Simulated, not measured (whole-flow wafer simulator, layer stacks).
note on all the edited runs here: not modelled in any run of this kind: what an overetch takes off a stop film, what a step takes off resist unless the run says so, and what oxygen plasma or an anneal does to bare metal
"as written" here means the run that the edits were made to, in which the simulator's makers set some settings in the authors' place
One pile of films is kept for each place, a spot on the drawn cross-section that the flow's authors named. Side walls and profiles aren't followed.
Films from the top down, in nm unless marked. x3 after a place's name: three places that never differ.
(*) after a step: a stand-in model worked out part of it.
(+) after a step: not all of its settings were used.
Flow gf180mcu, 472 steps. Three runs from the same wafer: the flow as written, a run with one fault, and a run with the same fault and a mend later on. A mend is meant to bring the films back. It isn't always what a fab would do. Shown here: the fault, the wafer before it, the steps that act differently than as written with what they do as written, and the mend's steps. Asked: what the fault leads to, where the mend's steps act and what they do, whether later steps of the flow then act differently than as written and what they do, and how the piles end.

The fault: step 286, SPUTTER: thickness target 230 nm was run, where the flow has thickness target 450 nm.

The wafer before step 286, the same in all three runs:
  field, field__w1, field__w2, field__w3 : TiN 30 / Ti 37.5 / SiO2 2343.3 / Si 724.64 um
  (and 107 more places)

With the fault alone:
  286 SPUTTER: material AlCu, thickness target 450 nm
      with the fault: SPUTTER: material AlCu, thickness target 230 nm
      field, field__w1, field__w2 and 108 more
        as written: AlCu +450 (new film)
        with the fault: AlCu +230 (new film)
  Later steps of the flow that act differently than as written:
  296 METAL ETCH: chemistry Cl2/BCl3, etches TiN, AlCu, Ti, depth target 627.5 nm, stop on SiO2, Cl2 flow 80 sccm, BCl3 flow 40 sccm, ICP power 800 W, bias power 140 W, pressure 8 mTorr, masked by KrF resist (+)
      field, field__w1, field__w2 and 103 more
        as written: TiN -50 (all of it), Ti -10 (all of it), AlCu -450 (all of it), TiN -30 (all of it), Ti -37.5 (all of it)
        with the fault: TiN -50 (all of it), Ti -10 (all of it), AlCu -230 (all of it), TiN -30 (all of it), Ti -37.5 (all of it)
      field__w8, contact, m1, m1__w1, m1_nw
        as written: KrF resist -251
        with the fault: KrF resist -214.5
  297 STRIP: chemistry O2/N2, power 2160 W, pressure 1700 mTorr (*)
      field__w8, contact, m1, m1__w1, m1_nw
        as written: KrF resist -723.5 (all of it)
        with the fault: KrF resist -760 (all of it)
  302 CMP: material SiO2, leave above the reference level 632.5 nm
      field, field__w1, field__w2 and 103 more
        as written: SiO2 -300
        with the fault: SiO2 -520
  At the end the piles differ from the flow's by more than 2% or 0.5 nm, whichever is larger, at field, field__w1, field__w2 and 109 more.
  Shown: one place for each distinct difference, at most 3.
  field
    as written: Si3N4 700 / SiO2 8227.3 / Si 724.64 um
    with the fault: Si3N4 700 / SiO2 8007.3 / Si 724.64 um
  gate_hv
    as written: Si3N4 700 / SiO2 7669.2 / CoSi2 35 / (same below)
    with the fault: Si3N4 700 / SiO2 7449.2 / CoSi2 35 / (same below)
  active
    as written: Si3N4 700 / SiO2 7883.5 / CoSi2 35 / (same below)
    with the fault: Si3N4 700 / SiO2 7663.5 / CoSi2 35 / (same below)

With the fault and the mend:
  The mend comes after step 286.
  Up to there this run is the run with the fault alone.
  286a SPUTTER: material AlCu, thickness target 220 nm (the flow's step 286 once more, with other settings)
      field, field__w1, field__w2 and 108 more
        AlCu +220
  No later step of the flow acts differently than as written at any place that is followed.
  At the end the piles are the same as the flow's at every place that both follow.
